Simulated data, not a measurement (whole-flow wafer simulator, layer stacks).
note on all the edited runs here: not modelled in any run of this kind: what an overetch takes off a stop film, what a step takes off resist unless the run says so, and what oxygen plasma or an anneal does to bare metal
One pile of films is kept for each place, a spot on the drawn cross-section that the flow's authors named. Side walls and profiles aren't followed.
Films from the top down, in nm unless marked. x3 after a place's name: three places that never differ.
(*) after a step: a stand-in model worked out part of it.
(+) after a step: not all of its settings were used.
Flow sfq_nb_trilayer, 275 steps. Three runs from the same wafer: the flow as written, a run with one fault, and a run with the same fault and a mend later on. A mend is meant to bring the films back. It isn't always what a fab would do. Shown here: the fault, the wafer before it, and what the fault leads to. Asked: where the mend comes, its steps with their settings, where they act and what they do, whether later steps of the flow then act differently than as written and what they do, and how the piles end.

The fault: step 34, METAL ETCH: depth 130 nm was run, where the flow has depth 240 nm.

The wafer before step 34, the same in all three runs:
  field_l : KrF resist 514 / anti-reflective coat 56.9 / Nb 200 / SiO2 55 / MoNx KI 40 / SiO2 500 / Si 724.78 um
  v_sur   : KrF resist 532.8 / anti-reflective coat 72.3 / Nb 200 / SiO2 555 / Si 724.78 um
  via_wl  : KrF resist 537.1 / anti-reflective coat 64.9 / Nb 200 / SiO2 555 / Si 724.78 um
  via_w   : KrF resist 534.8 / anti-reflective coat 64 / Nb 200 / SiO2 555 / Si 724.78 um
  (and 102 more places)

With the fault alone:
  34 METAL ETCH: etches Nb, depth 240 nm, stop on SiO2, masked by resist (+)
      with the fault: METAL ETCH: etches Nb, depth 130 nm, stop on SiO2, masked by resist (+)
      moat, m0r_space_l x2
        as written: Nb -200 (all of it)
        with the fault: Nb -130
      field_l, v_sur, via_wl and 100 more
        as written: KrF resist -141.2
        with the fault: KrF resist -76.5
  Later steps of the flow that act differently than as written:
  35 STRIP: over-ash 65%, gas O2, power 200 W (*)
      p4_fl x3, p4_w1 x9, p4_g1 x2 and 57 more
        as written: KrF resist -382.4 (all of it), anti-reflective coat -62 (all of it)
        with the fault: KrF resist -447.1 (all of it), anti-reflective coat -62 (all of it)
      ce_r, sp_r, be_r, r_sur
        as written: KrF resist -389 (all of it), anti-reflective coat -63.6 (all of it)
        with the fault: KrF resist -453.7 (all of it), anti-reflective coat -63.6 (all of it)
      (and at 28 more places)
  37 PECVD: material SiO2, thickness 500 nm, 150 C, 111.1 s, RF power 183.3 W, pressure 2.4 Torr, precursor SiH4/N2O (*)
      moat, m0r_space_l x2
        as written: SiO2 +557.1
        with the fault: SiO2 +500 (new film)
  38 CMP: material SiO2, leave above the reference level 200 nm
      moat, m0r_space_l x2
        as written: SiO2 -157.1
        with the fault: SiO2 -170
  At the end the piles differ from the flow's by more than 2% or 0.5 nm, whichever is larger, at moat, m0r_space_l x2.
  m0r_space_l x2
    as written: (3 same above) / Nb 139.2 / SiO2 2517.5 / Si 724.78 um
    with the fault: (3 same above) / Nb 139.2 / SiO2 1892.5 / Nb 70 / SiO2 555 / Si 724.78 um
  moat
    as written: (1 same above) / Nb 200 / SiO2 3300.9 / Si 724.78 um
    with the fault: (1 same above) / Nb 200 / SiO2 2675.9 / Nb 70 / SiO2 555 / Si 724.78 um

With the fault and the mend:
  The mend comes after step 34.
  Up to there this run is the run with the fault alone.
  34a METAL ETCH: etches Nb, depth 110 nm, stop on SiO2, masked by resist (+) (the flow's step 34 once more, with other settings)
      field_l, v_sur, via_wl and 100 more
        KrF resist -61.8
      moat, m0r_space_l x2
        Nb -70 (all of it)
  No later step of the flow acts differently than as written, at any place that is followed, by more than 2% or 0.5 nm, whichever is larger.
  At the end the piles are the same as the flow's at every place that both follow.
